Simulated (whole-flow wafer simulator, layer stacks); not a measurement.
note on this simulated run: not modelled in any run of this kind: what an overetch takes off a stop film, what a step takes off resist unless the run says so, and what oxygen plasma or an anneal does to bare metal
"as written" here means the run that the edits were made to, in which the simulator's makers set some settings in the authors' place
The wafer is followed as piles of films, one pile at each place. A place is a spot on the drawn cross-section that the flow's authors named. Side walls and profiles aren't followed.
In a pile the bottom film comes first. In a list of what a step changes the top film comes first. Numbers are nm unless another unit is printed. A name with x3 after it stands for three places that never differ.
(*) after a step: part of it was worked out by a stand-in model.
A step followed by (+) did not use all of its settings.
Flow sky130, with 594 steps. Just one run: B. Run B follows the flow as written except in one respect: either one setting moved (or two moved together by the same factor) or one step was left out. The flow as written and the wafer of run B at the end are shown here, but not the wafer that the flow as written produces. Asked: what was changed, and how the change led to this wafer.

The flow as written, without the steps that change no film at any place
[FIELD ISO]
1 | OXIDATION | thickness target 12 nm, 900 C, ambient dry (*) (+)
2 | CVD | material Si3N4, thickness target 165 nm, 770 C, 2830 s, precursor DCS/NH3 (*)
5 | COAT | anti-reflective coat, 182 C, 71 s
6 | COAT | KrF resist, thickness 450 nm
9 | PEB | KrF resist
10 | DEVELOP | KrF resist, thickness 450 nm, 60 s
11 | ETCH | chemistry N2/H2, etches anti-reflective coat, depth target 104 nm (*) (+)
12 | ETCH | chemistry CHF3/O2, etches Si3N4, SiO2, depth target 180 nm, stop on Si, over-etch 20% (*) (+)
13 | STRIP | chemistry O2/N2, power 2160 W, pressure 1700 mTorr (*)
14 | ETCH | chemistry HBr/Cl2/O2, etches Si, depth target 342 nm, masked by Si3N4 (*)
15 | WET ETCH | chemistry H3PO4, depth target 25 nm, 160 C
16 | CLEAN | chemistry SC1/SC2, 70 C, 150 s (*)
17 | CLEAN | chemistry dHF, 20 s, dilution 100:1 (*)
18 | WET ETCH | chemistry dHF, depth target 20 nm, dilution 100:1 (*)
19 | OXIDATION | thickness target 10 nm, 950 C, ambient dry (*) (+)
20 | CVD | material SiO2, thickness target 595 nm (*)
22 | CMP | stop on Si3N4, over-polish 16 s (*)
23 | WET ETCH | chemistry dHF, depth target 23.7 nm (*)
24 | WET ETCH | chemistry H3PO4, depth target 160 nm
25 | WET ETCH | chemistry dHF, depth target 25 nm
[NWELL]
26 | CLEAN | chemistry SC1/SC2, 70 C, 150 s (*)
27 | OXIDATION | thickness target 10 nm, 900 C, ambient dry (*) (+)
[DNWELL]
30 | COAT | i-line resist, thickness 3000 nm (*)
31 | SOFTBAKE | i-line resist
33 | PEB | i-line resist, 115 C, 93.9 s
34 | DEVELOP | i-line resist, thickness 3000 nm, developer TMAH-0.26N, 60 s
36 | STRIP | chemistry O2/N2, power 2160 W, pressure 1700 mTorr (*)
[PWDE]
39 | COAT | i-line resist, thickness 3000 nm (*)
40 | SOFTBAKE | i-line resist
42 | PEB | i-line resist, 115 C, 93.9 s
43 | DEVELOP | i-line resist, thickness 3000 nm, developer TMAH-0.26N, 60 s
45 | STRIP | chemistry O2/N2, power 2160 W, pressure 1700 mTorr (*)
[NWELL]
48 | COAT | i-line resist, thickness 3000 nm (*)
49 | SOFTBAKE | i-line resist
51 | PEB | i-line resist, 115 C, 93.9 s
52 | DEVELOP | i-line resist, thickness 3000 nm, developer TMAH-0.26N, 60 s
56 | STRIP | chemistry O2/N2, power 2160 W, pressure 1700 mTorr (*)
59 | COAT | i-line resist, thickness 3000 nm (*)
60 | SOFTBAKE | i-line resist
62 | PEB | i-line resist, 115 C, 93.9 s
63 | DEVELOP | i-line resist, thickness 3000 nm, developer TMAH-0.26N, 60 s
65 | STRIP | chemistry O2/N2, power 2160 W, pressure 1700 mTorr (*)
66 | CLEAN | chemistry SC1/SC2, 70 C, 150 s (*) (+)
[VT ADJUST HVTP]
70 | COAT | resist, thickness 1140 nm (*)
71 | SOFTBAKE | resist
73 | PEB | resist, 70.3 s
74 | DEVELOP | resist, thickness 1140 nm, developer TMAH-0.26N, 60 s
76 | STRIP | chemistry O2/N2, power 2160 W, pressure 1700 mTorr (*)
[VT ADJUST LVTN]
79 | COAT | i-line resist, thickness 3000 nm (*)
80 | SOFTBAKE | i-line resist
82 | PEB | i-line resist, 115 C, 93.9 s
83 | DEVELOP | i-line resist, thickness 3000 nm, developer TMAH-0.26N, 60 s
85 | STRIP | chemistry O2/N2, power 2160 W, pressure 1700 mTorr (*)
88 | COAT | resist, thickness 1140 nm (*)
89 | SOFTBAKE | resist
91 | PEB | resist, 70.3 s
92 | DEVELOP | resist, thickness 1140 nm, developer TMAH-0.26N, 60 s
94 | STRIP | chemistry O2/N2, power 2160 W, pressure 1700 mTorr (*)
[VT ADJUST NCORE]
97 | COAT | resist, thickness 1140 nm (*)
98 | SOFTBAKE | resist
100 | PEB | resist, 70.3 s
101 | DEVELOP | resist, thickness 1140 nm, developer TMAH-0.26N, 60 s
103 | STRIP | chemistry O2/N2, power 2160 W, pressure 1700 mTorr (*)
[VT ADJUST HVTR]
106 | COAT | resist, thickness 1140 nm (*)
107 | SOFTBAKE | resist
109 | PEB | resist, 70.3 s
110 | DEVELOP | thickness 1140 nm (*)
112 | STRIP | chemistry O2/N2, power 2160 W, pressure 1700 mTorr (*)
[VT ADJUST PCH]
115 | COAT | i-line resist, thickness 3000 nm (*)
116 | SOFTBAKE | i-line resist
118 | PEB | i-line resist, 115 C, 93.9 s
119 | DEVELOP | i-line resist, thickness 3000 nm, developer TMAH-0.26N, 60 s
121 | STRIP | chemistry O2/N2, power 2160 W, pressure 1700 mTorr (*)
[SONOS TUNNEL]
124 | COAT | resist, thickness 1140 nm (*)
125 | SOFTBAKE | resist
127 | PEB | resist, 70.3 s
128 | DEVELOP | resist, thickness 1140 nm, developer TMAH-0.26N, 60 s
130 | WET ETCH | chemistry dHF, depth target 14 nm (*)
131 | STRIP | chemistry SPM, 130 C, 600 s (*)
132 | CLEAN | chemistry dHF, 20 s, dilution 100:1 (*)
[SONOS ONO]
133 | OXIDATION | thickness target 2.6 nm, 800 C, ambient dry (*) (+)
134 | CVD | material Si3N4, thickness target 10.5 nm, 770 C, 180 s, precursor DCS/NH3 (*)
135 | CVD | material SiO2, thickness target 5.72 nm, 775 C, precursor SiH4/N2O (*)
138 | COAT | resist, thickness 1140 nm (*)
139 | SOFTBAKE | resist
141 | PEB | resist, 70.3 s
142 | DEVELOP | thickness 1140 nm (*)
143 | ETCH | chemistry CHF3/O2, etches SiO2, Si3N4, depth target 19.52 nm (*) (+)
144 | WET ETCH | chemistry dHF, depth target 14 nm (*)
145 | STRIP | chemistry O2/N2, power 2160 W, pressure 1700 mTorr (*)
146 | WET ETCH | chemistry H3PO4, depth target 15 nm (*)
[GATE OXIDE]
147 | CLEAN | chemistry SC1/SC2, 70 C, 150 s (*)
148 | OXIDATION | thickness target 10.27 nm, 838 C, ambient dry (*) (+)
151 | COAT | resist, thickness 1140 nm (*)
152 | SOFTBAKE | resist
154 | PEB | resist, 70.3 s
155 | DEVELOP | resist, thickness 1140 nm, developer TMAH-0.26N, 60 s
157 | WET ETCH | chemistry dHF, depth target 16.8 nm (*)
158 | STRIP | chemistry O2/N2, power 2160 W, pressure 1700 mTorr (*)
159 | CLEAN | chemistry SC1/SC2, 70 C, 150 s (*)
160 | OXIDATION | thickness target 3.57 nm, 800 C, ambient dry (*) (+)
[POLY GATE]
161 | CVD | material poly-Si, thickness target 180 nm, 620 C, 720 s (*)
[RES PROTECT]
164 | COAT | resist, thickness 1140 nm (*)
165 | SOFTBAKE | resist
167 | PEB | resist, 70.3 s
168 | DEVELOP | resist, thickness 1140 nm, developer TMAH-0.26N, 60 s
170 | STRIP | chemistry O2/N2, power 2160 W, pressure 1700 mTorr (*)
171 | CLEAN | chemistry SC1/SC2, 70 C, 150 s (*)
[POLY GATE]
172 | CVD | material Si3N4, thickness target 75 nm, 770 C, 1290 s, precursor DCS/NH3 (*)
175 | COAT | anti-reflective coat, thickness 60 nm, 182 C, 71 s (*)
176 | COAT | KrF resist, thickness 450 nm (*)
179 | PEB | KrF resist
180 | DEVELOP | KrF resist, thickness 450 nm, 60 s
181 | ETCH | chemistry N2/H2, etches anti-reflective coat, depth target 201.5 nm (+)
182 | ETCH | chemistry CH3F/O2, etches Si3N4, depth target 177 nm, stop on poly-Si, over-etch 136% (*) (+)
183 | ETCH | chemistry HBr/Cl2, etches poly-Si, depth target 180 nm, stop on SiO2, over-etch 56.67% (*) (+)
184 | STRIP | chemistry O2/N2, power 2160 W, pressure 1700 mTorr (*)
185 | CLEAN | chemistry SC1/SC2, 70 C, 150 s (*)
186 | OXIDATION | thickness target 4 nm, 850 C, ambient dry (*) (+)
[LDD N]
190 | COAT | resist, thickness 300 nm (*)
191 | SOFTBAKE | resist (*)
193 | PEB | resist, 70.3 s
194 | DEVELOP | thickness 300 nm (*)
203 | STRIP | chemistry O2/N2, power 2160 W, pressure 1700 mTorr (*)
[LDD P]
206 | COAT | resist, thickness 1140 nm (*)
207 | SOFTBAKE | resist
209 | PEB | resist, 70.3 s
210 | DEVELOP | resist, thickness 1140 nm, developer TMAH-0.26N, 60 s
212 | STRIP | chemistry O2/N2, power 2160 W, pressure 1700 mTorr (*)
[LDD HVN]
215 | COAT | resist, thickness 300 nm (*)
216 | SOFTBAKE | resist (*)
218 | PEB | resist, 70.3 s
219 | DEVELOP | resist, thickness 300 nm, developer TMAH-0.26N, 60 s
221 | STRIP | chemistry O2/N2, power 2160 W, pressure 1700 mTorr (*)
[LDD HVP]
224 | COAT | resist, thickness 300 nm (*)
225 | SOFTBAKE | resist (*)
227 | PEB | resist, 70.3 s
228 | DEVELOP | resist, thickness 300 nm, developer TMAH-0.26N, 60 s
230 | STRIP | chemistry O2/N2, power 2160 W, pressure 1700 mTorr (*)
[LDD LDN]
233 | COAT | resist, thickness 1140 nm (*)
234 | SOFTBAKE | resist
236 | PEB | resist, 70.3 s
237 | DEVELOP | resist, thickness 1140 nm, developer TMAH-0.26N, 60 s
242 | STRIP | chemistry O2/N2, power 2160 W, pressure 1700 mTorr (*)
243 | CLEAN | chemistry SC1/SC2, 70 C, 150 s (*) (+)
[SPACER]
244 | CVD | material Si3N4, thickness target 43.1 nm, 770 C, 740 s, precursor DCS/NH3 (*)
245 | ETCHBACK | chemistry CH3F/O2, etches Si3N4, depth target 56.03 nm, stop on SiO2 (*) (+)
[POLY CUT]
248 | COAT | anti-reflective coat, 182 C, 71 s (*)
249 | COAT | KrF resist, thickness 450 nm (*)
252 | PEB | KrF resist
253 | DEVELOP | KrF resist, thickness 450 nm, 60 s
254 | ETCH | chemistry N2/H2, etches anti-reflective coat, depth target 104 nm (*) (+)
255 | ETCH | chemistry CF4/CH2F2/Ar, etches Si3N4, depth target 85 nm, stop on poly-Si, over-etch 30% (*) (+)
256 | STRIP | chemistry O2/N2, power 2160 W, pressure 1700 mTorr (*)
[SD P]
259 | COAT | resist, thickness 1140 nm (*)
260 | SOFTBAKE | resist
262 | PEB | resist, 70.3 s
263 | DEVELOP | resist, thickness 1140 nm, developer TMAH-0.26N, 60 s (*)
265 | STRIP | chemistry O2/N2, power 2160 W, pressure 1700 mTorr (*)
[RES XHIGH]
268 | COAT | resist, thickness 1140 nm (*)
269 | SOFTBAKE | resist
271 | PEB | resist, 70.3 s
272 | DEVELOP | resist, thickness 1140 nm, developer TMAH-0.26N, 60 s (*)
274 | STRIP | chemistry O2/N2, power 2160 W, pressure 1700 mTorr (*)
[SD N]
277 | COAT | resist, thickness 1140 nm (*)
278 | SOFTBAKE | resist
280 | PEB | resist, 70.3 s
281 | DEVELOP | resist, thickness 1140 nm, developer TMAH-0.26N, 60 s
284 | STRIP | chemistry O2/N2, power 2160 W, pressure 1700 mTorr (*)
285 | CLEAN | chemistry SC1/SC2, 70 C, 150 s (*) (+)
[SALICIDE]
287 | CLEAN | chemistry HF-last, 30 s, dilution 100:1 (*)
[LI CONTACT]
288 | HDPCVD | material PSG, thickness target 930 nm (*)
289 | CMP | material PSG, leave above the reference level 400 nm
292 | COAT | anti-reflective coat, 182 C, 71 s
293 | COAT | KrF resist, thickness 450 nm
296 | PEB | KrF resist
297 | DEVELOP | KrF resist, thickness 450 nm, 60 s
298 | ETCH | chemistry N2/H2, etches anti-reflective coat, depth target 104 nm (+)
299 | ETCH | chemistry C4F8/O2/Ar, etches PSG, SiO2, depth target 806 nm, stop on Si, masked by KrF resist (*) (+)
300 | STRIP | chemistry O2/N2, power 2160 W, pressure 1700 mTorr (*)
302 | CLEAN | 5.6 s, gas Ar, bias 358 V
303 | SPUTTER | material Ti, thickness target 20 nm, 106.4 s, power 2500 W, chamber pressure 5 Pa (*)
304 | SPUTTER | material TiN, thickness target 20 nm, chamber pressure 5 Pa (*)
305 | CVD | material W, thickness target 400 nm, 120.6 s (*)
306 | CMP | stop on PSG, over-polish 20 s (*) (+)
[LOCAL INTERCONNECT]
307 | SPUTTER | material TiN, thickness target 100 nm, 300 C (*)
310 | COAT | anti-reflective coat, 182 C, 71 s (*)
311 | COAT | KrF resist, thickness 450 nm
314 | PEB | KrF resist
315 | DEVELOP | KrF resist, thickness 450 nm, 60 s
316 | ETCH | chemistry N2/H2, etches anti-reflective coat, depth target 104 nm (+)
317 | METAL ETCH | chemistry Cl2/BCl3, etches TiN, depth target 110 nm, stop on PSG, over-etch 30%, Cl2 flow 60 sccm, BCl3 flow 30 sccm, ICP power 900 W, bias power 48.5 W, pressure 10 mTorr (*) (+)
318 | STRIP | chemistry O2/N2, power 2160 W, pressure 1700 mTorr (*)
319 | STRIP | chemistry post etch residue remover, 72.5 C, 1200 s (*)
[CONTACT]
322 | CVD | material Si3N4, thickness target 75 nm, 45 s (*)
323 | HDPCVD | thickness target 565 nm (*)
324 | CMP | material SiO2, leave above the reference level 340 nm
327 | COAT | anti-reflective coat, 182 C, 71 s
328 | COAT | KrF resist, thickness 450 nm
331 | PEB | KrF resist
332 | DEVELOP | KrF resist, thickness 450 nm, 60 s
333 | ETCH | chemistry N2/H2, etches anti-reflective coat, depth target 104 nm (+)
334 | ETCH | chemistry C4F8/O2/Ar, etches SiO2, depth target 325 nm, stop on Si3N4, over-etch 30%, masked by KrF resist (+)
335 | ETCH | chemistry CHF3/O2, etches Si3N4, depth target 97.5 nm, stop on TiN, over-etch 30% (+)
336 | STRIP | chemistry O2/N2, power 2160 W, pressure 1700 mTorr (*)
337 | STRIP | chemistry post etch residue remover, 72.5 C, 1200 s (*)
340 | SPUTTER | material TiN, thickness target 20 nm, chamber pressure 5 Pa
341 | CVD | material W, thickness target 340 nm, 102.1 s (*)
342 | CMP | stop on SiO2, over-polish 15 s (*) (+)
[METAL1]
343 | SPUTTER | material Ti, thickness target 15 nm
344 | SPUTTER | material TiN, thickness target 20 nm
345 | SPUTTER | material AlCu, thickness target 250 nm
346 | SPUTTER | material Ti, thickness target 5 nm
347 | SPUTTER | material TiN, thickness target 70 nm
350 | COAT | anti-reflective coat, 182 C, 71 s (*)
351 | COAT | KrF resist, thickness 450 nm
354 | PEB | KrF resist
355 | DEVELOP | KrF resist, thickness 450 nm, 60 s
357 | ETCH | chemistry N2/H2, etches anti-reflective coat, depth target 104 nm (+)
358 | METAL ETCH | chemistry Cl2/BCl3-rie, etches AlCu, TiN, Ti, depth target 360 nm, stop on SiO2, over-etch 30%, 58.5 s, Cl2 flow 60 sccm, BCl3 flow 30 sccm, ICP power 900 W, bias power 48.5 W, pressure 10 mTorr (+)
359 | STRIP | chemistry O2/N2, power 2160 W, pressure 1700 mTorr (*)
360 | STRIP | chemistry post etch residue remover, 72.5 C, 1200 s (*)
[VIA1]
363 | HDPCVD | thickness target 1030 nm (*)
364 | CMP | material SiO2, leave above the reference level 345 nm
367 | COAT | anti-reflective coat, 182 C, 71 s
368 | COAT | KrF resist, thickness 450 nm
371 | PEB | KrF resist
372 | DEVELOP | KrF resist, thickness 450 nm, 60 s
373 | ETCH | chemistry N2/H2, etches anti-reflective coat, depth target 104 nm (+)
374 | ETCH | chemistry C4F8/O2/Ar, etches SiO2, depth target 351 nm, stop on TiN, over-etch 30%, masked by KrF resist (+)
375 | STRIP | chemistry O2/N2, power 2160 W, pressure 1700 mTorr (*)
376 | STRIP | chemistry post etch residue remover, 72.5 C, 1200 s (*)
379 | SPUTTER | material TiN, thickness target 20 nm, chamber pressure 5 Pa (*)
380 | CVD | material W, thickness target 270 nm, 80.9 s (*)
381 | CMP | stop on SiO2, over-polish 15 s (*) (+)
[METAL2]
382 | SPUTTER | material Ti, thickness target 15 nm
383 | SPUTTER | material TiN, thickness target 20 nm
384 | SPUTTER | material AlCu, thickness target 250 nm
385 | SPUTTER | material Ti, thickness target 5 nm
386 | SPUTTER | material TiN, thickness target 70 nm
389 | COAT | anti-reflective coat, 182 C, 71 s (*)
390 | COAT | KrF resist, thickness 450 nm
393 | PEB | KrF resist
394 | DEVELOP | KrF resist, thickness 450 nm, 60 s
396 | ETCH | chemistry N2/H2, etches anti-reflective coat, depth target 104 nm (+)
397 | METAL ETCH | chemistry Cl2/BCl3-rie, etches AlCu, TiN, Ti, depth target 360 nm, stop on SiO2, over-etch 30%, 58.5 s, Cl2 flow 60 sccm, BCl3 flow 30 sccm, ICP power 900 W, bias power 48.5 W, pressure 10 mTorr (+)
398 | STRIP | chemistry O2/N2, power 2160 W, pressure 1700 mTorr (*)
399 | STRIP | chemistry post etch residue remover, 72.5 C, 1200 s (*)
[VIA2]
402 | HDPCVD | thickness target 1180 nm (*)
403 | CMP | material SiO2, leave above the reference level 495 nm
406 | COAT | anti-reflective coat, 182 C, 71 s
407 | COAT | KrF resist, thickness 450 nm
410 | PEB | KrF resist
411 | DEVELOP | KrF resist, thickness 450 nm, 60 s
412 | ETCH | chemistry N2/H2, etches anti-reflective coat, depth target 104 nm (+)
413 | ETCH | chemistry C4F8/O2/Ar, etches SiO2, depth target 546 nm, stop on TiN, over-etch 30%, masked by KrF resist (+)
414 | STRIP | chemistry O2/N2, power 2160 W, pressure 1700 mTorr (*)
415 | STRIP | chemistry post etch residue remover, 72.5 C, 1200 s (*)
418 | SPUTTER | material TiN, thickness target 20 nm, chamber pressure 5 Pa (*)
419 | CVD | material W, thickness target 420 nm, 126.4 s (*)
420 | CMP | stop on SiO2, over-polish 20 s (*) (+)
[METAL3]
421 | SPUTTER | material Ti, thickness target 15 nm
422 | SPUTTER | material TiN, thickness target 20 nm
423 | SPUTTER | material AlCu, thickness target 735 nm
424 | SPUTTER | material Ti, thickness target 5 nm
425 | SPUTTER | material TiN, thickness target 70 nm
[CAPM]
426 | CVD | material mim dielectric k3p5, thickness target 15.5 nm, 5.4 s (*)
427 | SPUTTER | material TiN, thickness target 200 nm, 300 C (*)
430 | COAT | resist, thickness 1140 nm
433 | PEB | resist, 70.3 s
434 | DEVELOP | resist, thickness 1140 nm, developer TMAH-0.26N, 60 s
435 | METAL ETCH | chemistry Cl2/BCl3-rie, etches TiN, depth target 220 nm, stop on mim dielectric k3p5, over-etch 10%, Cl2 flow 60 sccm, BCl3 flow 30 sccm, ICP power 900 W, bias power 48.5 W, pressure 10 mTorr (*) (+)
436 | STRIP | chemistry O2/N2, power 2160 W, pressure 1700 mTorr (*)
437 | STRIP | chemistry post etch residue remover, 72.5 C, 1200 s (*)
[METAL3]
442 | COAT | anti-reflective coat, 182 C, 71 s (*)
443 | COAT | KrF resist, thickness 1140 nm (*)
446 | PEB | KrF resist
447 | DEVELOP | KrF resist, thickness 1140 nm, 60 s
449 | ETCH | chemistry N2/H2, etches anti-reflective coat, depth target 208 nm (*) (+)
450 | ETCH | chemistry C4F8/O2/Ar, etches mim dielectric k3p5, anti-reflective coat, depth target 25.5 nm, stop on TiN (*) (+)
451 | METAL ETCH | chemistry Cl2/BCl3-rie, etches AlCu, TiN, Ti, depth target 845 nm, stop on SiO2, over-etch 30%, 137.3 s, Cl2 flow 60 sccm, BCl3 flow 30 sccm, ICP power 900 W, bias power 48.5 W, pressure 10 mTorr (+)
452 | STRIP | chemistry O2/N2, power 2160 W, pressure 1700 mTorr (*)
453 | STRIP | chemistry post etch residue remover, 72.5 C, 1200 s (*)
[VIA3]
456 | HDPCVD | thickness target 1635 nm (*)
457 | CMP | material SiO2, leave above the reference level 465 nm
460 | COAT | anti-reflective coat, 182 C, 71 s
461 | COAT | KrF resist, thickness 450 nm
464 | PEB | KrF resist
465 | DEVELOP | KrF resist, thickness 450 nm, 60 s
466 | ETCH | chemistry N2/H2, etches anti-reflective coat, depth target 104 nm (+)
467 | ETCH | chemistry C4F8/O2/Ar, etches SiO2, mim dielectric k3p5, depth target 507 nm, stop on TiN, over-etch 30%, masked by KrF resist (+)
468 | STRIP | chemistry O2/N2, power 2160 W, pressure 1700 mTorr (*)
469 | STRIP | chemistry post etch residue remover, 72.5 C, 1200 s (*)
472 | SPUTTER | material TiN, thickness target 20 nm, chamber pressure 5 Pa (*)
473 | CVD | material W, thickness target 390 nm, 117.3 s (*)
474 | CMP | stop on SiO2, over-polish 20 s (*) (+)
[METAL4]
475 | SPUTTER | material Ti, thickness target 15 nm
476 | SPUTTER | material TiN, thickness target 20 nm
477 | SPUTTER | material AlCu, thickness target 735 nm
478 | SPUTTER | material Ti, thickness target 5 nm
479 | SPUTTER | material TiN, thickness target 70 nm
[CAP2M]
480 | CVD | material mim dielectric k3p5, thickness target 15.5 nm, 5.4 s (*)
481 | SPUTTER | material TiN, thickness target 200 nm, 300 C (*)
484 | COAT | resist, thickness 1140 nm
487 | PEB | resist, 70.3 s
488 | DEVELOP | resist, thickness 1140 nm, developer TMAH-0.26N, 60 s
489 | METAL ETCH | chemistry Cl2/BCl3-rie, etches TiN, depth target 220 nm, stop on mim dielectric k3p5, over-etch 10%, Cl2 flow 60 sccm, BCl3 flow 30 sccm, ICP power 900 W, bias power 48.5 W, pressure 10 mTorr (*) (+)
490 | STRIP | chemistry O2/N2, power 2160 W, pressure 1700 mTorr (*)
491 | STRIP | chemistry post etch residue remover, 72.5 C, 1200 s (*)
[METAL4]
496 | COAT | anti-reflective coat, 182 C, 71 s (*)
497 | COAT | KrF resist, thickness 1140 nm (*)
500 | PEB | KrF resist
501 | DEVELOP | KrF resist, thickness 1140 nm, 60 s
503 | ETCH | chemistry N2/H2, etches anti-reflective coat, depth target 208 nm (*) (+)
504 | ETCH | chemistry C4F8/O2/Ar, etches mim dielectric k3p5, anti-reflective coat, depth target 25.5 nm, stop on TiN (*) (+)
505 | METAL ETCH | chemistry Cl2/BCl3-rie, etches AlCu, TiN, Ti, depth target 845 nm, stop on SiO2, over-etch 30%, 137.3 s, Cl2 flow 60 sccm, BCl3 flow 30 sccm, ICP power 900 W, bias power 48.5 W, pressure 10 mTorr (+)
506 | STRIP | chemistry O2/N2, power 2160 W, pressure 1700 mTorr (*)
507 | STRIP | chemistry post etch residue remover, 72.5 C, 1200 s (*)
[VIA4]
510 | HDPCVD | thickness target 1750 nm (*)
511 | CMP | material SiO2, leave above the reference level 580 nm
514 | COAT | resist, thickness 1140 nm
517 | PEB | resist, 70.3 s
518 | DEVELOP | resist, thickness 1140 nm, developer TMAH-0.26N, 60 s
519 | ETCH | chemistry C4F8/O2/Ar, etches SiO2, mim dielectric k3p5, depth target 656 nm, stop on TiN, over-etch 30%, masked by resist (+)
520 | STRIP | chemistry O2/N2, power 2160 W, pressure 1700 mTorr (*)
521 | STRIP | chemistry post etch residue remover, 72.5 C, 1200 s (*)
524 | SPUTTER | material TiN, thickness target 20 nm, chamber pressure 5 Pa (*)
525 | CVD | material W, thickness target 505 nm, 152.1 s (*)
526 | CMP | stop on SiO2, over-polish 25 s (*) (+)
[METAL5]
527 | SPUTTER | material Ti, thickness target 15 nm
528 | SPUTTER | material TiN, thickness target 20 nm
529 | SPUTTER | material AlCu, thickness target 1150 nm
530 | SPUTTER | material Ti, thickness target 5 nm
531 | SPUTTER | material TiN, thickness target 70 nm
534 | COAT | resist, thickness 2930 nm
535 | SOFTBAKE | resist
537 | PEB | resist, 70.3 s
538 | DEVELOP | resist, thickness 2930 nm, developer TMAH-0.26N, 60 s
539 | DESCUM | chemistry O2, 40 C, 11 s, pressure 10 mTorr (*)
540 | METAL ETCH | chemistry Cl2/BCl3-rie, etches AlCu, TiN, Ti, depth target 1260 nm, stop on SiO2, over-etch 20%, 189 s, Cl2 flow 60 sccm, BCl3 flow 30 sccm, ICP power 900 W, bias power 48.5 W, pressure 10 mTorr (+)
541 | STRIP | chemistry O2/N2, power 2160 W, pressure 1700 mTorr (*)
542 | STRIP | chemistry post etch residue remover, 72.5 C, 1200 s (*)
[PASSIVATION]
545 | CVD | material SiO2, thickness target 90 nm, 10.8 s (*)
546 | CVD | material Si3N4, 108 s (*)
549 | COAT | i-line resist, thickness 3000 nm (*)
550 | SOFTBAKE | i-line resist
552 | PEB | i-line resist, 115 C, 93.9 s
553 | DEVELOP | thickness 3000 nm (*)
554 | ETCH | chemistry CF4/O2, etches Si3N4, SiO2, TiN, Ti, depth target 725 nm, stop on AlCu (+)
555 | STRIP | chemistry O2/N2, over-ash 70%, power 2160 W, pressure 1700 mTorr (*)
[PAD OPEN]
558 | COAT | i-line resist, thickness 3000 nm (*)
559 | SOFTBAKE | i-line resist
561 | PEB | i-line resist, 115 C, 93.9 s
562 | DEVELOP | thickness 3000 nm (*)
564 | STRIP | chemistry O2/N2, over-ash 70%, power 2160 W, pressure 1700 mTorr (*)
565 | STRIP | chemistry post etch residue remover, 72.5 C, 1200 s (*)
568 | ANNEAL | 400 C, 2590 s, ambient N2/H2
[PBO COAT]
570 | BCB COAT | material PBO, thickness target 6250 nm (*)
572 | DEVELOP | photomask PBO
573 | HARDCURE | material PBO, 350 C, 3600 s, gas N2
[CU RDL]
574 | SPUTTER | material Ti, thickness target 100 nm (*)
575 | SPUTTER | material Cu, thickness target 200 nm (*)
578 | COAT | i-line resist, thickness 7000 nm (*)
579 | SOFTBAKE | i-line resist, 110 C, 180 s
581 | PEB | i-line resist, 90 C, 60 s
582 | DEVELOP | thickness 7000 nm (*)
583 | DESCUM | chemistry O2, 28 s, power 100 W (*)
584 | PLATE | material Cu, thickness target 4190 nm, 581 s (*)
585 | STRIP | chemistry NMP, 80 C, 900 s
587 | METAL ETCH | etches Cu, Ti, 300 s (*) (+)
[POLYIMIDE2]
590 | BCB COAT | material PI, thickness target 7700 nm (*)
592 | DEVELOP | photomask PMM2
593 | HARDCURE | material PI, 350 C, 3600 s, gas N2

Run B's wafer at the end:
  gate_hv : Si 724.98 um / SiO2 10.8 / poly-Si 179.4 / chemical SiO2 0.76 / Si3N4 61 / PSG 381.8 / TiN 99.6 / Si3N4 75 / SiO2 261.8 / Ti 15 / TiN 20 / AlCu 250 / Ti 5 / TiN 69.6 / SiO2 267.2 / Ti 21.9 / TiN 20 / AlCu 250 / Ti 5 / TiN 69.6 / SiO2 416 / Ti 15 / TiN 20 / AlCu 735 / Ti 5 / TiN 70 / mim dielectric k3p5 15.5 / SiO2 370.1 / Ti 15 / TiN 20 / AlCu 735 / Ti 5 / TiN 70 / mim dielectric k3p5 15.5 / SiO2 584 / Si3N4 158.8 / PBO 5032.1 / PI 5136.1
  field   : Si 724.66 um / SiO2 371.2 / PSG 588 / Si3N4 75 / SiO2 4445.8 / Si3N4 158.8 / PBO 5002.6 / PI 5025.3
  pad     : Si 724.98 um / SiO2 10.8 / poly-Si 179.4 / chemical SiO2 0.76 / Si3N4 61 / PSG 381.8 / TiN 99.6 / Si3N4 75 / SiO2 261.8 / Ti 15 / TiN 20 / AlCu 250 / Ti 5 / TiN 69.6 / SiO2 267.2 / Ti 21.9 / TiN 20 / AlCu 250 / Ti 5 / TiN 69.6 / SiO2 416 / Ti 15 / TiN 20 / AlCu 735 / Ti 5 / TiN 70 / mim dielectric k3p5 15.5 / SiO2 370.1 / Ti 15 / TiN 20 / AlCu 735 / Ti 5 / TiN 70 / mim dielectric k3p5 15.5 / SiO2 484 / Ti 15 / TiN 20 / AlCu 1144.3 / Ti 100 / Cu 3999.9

Cause: step 382, SPUTTER: thickness target 21.9 nm was run, whereas the flow has thickness target 15 nm.
One can read it off the wafer: gate_hv has Ti 21.9, and step 382 as written asks for 15 nm.

Step by step, how the change led to this:
  382 | SPUTTER | material Ti, thickness target 15 nm
      field, active, n_well and 188 more: Ti gains 21.9 (new film) (as written it would have been: Ti gains 15 (new film))
  397 | METAL ETCH | chemistry Cl2/BCl3-rie, etches AlCu, TiN, Ti, depth target 360 nm, stop on SiO2, over-etch 30%, 58.5 s, Cl2 flow 60 sccm, BCl3 flow 30 sccm, ICP power 900 W, bias power 48.5 W, pressure 10 mTorr (+)
      field, active, gate and 82 more: TiN loses 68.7 (all of it), Ti loses 5 (all of it), AlCu loses 250 (all of it), TiN loses 20 (all of it), Ti loses 21.9 (all of it), SiO2 loses 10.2 (as written it would have been: TiN loses 68.7 (all of it), Ti loses 5 (all of it), AlCu loses 250 (all of it), TiN loses 20 (all of it), Ti loses 15 (all of it), SiO2 loses 10.9)
